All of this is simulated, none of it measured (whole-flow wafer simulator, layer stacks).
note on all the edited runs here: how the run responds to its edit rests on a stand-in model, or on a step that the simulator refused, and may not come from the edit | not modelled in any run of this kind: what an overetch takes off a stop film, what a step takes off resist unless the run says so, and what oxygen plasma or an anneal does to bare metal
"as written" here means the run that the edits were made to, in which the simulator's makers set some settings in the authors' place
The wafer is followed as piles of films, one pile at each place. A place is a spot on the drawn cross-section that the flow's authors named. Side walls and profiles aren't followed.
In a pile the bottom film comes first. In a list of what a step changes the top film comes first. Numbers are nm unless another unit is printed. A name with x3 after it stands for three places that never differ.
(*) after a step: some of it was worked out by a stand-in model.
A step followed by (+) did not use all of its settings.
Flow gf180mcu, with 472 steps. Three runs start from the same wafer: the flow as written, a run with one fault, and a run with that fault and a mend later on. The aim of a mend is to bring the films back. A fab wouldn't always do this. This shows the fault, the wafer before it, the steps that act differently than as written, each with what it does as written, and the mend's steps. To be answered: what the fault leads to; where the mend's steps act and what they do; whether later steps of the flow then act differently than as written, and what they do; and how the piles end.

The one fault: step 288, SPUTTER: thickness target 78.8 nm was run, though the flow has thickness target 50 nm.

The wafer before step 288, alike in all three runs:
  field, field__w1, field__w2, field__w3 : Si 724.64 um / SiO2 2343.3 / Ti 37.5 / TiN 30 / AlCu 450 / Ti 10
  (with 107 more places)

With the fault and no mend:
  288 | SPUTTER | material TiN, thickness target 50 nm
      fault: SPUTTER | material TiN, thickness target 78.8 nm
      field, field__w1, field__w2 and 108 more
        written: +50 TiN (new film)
        fault: +78.8 TiN (new film)
  Later steps of the flow acting differently than as written (3 more steps, not shown, differ only slightly: by at most 2% or 0.5 nm, whichever is larger):
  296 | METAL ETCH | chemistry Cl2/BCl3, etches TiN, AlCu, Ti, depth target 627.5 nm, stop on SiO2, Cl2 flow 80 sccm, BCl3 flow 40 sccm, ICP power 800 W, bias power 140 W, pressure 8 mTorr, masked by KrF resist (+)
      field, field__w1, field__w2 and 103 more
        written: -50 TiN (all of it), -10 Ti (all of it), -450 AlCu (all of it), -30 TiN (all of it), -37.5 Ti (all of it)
        fault: -78.8 TiN (all of it), -10 Ti (all of it), -450 AlCu (all of it), -30 TiN (all of it), -37.5 Ti (all of it)
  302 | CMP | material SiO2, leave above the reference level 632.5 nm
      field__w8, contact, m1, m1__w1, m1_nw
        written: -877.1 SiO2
        fault: -905.9 SiO2
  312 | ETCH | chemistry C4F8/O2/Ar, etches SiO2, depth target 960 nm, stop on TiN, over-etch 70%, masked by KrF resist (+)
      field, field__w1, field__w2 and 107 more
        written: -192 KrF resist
        fault: -184.8 KrF resist
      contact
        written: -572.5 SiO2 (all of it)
        fault: -543.7 SiO2 (all of it)
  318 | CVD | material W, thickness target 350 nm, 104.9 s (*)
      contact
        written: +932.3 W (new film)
        fault: +903.2 W (new film)
  At field__w8, contact, m1, m1__w1, m1_nw, the piles at the end differ from the flow's by more than 2% or 0.5 nm, whichever is larger.
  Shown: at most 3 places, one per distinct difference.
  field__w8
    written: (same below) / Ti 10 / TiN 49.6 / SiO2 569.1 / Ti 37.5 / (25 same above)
    fault: (same below) / Ti 10 / TiN 78.4 / SiO2 540.3 / Ti 37.5 / (25 same above)
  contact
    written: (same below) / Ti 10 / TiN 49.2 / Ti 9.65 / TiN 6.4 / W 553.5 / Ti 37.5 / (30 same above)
    fault: (same below) / Ti 10 / TiN 78 / Ti 9.82 / TiN 6.51 / W 524.4 / Ti 37.5 / (30 same above)

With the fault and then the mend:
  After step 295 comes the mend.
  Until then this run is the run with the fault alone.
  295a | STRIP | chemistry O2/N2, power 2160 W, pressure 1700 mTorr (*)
      field__w8, contact, m1, m1__w1, m1_nw
        -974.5 KrF resist (all of it)
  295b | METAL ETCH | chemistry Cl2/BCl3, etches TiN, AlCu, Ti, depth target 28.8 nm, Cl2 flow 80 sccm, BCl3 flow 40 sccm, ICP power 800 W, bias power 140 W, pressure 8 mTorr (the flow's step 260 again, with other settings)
      field, field__w1, field__w2 and 108 more
        -28.8 TiN
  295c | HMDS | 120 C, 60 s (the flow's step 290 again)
      alters no film at any place that is followed
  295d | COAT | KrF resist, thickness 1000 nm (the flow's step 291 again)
      field, field__w1, field__w2 and 108 more
        +1000 KrF resist (new film)
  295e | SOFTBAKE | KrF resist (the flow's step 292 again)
      alters no film at any place that is followed
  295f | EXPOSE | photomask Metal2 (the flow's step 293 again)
      alters no film at any place that is followed
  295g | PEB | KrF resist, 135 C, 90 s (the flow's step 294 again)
      field, field__w1, field__w2 and 108 more
        -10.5 KrF resist
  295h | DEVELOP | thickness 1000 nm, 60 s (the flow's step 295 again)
      field, field__w1, field__w2 and 103 more
        -989.5 KrF resist (all of it)
      field__w8, contact, m1, m1__w1, m1_nw
        -14.9 KrF resist
  Later steps of the flow that are run all act as written at every place that is followed.
  At every place that both follow, the piles at the end match the flow's.
